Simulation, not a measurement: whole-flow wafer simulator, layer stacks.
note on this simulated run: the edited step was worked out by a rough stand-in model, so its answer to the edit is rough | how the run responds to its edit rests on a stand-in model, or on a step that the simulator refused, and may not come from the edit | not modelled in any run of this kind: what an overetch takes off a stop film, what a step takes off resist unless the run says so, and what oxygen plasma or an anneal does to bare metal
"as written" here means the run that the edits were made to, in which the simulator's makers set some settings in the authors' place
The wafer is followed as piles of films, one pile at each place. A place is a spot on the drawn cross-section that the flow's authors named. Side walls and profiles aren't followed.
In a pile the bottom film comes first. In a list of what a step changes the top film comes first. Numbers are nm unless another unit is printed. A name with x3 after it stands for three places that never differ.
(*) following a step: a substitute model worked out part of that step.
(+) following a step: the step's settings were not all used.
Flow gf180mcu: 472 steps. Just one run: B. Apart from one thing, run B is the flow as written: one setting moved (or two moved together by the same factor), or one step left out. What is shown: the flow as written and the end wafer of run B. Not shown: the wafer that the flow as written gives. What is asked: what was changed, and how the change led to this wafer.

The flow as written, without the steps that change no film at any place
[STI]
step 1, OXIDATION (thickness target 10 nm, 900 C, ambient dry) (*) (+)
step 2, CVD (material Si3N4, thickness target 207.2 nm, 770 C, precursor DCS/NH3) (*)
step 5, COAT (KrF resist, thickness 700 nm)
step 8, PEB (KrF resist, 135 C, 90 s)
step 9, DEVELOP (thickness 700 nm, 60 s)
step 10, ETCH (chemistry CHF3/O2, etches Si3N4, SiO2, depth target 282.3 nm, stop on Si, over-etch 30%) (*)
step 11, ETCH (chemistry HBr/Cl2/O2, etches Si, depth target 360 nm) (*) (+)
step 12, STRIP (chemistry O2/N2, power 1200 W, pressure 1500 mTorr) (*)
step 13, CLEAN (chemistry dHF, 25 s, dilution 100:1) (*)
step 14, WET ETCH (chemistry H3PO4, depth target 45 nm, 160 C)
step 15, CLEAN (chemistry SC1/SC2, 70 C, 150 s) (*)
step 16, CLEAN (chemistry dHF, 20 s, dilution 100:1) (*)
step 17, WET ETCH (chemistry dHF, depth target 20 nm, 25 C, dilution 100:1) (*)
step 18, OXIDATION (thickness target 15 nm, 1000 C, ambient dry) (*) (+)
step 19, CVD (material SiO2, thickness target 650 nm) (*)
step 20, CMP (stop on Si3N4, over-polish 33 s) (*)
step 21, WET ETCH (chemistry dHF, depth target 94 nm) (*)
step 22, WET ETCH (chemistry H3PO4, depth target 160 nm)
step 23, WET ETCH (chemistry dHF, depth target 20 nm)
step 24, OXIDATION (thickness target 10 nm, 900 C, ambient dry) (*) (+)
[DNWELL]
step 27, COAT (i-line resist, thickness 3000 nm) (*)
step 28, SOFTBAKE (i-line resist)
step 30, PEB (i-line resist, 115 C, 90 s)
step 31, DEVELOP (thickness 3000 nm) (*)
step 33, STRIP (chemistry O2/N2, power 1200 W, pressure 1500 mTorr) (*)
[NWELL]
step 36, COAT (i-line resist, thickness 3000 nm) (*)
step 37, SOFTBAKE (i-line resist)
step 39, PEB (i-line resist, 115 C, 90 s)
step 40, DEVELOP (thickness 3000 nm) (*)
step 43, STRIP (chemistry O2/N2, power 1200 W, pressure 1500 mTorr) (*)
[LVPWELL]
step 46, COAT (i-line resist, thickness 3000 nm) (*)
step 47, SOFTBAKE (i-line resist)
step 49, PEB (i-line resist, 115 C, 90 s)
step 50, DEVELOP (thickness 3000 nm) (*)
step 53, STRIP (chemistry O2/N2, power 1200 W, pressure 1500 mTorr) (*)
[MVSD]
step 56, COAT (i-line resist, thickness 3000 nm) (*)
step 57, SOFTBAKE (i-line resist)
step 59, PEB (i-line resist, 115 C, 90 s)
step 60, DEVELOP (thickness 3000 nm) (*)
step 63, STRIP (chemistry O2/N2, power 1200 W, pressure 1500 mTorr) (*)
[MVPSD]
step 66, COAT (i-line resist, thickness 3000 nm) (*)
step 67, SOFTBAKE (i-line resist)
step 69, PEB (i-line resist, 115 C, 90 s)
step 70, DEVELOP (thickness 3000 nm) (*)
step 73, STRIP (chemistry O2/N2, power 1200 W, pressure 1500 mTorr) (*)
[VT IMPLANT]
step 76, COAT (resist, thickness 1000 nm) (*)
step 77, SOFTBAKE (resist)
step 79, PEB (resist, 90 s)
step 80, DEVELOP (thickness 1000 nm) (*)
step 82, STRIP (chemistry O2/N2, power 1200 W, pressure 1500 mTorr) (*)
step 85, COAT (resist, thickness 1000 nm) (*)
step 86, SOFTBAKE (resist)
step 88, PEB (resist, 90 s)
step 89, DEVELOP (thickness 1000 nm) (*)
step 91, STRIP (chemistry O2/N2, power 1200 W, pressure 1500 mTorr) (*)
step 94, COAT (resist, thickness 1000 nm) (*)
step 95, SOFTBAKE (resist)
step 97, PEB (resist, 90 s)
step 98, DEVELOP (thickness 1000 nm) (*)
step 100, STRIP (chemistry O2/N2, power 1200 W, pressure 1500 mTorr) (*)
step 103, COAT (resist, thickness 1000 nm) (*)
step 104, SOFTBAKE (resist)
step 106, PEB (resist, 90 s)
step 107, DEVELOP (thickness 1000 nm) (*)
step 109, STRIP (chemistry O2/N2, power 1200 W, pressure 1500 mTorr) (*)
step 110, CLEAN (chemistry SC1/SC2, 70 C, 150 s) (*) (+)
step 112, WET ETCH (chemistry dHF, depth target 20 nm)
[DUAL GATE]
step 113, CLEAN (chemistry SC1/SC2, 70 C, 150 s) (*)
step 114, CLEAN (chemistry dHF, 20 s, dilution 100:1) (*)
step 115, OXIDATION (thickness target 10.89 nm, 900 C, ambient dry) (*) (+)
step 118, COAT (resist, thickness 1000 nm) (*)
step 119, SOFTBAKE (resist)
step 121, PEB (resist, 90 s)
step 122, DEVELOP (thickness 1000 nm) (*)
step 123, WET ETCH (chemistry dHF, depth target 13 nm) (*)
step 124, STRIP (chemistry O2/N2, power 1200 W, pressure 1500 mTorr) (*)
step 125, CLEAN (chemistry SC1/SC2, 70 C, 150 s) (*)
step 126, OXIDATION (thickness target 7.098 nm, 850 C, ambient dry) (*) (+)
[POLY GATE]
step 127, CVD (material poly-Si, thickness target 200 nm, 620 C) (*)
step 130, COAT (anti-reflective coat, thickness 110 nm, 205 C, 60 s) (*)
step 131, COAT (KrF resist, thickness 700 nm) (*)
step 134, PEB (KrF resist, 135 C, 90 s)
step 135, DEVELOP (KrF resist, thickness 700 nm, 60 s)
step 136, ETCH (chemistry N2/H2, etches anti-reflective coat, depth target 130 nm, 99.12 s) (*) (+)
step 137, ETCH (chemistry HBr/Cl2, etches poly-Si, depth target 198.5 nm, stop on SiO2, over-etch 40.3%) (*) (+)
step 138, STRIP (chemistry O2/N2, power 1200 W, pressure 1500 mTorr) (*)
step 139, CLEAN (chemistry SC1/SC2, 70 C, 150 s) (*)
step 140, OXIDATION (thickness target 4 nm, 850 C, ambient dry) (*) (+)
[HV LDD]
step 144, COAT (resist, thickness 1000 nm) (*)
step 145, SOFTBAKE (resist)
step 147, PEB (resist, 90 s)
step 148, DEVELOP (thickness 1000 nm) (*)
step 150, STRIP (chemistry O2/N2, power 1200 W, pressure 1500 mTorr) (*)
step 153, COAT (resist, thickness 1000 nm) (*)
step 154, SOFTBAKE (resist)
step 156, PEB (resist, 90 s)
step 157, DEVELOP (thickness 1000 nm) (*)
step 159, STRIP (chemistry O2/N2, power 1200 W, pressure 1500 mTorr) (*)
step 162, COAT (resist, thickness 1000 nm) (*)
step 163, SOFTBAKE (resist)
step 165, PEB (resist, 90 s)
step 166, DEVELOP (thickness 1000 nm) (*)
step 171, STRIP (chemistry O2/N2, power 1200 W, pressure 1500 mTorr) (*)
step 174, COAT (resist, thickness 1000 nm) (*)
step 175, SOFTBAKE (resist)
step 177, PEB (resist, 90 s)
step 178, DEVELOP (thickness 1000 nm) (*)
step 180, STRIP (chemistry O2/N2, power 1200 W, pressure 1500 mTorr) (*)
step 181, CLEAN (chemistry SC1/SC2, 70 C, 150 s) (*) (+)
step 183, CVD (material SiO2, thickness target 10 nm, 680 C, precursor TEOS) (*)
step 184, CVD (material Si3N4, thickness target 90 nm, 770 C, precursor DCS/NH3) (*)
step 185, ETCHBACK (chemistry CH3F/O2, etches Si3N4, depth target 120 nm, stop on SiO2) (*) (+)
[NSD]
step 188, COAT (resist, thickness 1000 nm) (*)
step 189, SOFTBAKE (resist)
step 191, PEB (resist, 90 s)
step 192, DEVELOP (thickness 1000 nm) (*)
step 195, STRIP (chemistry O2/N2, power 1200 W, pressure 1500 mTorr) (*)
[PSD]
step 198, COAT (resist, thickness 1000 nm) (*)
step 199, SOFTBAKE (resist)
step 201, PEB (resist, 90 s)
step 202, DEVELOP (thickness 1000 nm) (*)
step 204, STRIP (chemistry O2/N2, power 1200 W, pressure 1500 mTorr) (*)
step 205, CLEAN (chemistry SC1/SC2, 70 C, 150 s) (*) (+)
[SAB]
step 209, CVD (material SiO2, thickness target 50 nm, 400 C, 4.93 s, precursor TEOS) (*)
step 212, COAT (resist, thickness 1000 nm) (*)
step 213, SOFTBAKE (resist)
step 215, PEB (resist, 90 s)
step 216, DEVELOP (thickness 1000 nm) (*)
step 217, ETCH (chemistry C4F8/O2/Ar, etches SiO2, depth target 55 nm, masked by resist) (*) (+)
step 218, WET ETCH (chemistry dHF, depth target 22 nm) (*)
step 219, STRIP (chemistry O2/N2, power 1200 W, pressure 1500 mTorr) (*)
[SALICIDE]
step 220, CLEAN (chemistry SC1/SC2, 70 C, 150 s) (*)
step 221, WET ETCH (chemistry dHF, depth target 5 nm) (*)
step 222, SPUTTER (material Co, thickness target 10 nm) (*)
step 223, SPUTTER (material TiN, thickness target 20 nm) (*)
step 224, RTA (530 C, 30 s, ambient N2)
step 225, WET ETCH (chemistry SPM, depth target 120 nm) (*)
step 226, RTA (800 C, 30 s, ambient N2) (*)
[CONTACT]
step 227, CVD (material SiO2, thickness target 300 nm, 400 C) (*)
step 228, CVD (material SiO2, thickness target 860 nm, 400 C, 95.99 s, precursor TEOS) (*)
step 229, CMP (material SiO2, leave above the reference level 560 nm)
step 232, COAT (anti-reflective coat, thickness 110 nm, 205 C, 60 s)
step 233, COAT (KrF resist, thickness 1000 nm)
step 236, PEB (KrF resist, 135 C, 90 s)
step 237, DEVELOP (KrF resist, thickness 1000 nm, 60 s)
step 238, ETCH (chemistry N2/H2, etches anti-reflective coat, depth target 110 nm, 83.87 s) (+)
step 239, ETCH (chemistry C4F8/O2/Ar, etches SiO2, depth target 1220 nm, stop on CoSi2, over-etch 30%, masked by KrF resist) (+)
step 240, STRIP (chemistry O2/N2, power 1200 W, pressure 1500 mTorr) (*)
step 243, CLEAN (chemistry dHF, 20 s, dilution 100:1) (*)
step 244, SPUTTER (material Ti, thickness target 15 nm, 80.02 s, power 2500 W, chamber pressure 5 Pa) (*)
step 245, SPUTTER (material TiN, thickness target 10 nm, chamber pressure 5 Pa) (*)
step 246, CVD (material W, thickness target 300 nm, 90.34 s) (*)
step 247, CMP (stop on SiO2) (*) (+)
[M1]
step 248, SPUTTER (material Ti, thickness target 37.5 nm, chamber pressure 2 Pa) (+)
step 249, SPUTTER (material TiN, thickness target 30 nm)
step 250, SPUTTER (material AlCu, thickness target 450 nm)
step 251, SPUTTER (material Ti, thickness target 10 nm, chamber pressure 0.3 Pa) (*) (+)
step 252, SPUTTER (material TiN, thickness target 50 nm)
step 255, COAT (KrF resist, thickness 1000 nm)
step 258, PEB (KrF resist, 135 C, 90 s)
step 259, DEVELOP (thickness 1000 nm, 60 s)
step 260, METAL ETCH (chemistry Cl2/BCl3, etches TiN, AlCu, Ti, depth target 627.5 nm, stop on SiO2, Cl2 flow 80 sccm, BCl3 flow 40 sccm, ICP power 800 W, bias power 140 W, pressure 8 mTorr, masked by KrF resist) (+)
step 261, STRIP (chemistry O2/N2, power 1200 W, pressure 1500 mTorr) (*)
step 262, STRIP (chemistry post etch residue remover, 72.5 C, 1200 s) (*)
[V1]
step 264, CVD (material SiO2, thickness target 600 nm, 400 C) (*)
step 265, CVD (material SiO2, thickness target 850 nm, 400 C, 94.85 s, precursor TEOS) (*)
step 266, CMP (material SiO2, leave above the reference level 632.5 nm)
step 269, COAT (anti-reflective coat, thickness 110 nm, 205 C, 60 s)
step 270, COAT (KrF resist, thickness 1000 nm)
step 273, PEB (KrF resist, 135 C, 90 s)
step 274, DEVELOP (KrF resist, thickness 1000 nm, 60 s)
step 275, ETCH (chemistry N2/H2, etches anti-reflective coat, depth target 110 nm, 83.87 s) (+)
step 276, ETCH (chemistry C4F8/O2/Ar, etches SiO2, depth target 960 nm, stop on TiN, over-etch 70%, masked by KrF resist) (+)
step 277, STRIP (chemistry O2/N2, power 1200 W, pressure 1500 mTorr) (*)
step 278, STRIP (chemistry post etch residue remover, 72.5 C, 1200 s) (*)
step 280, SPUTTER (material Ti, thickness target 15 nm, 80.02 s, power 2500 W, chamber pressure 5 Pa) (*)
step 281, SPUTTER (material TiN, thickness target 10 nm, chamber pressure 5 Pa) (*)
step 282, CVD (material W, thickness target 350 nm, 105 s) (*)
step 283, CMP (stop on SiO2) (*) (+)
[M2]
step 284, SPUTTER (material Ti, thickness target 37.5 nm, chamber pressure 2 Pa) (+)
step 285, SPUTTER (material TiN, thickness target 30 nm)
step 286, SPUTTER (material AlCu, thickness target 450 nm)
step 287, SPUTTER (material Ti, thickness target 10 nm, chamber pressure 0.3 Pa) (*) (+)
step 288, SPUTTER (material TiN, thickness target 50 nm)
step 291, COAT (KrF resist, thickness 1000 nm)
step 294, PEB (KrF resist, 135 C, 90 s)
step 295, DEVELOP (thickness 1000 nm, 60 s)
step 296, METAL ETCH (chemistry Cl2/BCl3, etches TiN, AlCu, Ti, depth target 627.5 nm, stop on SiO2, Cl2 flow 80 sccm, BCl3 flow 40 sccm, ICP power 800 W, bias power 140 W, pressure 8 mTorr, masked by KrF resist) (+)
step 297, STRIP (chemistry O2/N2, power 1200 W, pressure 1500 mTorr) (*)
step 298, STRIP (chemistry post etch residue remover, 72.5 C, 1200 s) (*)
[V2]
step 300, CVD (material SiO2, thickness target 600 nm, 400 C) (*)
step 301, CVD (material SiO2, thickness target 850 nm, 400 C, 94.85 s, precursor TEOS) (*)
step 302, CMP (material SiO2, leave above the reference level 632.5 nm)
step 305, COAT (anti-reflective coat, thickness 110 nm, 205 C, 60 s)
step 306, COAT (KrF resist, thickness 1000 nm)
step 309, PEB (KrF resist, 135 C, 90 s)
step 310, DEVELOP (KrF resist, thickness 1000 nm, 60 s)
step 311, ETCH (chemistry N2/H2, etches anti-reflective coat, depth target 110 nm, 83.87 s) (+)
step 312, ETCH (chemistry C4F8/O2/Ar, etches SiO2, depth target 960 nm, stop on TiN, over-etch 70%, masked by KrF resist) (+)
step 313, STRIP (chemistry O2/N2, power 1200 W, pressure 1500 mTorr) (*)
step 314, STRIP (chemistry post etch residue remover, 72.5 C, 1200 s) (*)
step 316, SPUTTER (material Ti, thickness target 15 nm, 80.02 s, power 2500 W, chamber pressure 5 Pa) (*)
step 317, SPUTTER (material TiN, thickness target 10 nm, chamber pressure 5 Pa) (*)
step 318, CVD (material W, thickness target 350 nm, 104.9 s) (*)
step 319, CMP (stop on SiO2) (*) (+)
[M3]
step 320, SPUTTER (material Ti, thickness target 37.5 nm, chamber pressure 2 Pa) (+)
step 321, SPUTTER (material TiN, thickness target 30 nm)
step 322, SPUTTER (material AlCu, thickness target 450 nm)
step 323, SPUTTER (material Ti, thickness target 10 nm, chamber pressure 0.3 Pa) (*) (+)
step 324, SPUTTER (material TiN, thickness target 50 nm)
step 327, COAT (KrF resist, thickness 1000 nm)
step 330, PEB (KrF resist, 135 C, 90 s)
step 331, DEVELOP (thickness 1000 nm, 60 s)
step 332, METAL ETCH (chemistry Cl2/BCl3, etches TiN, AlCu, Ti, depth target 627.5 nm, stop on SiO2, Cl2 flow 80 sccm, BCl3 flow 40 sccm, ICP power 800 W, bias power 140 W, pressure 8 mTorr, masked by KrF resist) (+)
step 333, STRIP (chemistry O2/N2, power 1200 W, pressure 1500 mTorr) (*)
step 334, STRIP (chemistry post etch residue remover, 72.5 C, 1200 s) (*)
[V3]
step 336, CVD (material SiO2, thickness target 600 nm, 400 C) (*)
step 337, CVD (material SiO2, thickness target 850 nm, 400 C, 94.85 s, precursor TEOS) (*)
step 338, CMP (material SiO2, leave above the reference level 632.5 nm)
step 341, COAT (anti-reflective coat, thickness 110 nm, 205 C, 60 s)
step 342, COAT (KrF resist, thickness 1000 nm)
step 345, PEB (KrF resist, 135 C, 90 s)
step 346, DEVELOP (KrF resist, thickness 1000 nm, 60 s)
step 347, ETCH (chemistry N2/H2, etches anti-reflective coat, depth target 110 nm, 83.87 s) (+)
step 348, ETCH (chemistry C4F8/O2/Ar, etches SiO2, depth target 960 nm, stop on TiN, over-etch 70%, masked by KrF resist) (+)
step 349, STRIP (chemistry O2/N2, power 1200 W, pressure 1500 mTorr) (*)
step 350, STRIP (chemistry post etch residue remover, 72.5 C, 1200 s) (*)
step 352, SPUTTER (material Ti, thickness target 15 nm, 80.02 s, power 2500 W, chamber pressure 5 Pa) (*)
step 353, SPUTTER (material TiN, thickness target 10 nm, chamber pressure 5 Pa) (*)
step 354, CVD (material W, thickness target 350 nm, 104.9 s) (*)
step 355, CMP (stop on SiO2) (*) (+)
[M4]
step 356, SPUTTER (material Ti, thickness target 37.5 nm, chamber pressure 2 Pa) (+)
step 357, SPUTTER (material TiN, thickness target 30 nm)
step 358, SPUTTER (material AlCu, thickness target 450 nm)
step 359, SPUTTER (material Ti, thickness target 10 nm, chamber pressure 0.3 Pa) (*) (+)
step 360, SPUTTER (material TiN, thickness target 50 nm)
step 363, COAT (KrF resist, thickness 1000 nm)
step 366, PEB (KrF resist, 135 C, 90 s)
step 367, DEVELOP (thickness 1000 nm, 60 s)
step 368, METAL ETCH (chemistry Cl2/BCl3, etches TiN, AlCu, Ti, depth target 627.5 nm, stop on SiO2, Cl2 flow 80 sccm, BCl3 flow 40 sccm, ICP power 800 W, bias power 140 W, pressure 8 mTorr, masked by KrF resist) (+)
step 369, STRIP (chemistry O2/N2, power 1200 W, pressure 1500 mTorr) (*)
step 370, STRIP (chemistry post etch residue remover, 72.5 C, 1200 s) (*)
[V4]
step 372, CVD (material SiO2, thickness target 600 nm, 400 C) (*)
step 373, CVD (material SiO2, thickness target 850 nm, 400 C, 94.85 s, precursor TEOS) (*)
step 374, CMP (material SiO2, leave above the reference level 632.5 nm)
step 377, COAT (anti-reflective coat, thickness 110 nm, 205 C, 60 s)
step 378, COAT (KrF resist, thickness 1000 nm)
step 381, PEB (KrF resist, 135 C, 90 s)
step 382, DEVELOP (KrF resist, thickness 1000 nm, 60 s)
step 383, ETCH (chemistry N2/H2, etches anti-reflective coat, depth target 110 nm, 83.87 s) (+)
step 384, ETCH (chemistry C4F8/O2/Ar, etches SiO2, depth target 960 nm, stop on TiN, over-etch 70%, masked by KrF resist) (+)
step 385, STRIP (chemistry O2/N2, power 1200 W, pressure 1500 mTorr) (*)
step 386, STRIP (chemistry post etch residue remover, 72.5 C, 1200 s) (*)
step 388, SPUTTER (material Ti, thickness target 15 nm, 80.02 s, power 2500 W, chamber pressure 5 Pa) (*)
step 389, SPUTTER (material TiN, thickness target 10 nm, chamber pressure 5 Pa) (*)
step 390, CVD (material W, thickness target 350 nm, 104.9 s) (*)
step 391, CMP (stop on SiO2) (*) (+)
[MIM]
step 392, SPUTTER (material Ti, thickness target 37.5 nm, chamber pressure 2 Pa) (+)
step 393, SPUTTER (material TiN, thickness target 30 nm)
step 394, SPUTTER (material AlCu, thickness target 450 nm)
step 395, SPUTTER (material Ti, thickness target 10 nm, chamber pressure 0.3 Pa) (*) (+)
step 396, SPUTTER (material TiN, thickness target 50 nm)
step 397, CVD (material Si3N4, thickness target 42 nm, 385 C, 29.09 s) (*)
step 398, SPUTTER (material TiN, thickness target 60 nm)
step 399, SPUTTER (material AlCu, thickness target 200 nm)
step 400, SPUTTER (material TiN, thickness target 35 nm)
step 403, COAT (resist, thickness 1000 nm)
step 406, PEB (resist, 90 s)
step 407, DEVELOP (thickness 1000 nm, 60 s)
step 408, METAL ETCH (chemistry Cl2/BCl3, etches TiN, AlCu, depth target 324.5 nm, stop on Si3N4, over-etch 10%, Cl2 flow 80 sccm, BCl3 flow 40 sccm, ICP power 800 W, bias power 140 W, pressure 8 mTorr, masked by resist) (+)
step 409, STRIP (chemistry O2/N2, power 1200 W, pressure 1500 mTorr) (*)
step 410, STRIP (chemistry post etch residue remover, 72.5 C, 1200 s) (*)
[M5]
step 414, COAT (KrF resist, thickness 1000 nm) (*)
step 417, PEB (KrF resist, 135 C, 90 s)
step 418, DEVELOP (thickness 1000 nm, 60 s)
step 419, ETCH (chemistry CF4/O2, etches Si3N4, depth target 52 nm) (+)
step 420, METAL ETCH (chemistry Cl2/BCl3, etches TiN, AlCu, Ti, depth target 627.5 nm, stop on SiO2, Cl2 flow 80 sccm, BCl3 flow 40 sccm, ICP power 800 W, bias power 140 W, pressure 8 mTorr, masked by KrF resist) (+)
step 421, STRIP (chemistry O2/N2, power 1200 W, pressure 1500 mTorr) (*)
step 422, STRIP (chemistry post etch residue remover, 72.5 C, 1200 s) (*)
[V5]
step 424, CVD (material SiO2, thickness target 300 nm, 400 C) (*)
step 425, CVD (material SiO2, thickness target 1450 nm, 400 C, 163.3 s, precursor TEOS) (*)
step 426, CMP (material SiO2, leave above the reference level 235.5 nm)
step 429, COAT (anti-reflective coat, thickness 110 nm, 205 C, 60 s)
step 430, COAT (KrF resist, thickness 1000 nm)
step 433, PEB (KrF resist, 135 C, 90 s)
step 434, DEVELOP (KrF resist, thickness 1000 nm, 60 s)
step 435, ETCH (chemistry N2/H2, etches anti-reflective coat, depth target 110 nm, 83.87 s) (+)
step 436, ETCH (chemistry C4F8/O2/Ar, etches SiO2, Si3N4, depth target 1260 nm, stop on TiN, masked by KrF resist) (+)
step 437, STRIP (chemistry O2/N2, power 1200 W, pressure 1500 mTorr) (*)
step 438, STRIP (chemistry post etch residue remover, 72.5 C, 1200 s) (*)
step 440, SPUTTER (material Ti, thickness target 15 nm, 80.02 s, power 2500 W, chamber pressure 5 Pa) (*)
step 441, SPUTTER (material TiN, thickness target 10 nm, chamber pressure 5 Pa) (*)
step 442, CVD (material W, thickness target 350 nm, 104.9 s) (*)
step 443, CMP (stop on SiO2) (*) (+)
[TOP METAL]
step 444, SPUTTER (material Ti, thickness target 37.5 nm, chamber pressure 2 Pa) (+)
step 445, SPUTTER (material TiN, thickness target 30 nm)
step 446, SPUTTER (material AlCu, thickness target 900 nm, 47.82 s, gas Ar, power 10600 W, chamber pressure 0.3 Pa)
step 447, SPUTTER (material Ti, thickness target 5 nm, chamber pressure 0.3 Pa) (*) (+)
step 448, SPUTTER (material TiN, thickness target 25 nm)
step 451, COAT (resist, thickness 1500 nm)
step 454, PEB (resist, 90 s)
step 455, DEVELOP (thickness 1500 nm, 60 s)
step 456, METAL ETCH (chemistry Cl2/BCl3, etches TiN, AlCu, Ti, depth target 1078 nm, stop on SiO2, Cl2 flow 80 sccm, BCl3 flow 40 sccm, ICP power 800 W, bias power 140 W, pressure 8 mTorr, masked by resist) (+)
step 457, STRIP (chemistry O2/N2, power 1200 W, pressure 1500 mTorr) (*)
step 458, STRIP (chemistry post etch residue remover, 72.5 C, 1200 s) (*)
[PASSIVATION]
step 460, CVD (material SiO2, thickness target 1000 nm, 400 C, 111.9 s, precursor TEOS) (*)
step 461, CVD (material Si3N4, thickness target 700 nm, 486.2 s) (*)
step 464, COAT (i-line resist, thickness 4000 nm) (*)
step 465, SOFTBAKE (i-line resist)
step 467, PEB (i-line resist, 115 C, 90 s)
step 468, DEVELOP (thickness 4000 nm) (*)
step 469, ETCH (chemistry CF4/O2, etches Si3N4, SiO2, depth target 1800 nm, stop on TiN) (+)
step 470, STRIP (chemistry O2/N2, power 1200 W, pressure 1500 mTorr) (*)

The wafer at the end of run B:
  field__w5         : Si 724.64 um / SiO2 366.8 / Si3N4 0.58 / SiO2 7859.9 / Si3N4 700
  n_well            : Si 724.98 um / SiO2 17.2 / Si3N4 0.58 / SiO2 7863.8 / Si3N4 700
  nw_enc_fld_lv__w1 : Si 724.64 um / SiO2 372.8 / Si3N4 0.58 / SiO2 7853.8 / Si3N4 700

The reason: step 185, ETCHBACK: depth target 89.35 nm was run, whereas the flow has depth target 120 nm.

Step by step, how the change led to this:
  step 185, ETCHBACK (chemistry CH3F/O2, etches Si3N4, depth target 120 nm, stop on SiO2) (*) (+)
      field, field__w1, field__w2 and 100 more: Si3N4 loses 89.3 (as written it would have been: Si3N4 loses 90 (all of it), SiO2 loses 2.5)
  step 189, SOFTBAKE (resist)
      field__w9: resist loses 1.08 (as written it would have been: resist gains 1.85)
      nw_enc_fld_lv: resist gains 1.62 (as written it would have been: resist gains 0.58)
  step 199, SOFTBAKE (resist)
      field__w9: resist loses 1.08 (as written it would have been: resist gains 1.85)
      nw_enc_fld_lv: resist gains 1.62 (as written it would have been: resist gains 0.58)
  step 205, CLEAN (chemistry SC1/SC2, 70 C, 150 s) (*) (+)
      field, field__w1, field__w2 and 105 more: Si3N4 loses 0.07 (as written it would have been: SiO2 loses 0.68)
  step 209, CVD (material SiO2, thickness target 50 nm, 400 C, 4.93 s, precursor TEOS) (*)
      field, field__w7, field__w8 and 73 more: SiO2 gains 50 (new film) (as written it would have been: SiO2 gains 50)
      field_sub__w1, field_sub__w3, field_sub__w4, field_sub__w5, ld_drift_n: SiO2 gains 48.8 (new film) (as written it would have been: SiO2 gains 48.9)
      (also at 27 further places)
  step 217, ETCH (chemistry C4F8/O2/Ar, etches SiO2, depth target 55 nm, masked by resist) (*) (+)
      field, field__w7, field__w8 and 70 more: SiO2 loses 50 (all of it), Si3N4 loses 0.58 (all of it), SiO2 loses 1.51 (as written it would have been: SiO2 loses 55)
      field_sub__w1, field_sub__w4, field_sub__w5: SiO2 loses 48.8 (all of it), Si3N4 loses 0.58 (all of it), SiO2 loses 2.7 (as written it would have been: SiO2 loses 55)
      (also at 23 further places)
  step 218, WET ETCH (chemistry dHF, depth target 22 nm) (*)
      gate, gate_hv, gate_p and 23 more: SiO2 loses 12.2 (all of it) (as written it would have been: SiO2 loses 5.48 (all of it))
      field, field__w10, sti and 14 more: SiO2 loses 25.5 (as written it would have been: SiO2 loses 24.5)
      (also at 55 further places)
  step 223, SPUTTER (material TiN, thickness target 20 nm) (*)
      field__w12: TiN gains 13 (new film) (as written it would have been: TiN gains 12 (new film))
      ld_drift_p: TiN gains 11.5 (new film) (as written it would have been: TiN gains 10.9 (new film))
  step 225, WET ETCH (chemistry SPM, depth target 120 nm) (*)
      field__w12: TiN loses 13 (all of it), Co loses 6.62 (all of it) (as written it would have been: TiN loses 12 (all of it), Co loses 6.15 (all of it))
      ld_drift_p: TiN loses 11.5 (all of it), Co loses 6.07 (all of it) (as written it would have been: TiN loses 10.9 (all of it), Co loses 5.76 (all of it))
  step 226, RTA (800 C, 30 s, ambient N2) (*)
      ld_sd_p: CoSi2 gains 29 (new film), CoSi loses 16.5 (all of it), Si loses 15 (as written it would have been: CoSi2 gains 28.4 (new film), CoSi loses 16.2 (all of it), Si loses 14.7)
  step 229, CMP (material SiO2, leave above the reference level 560 nm)
      field_sub, field_sub__w2: SiO2 loses 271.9 (as written it would have been: SiO2 loses 265.7)
      field__w1: SiO2 loses 289.9 (as written it would have been: SiO2 loses 283.8)
      (also at 14 further places)
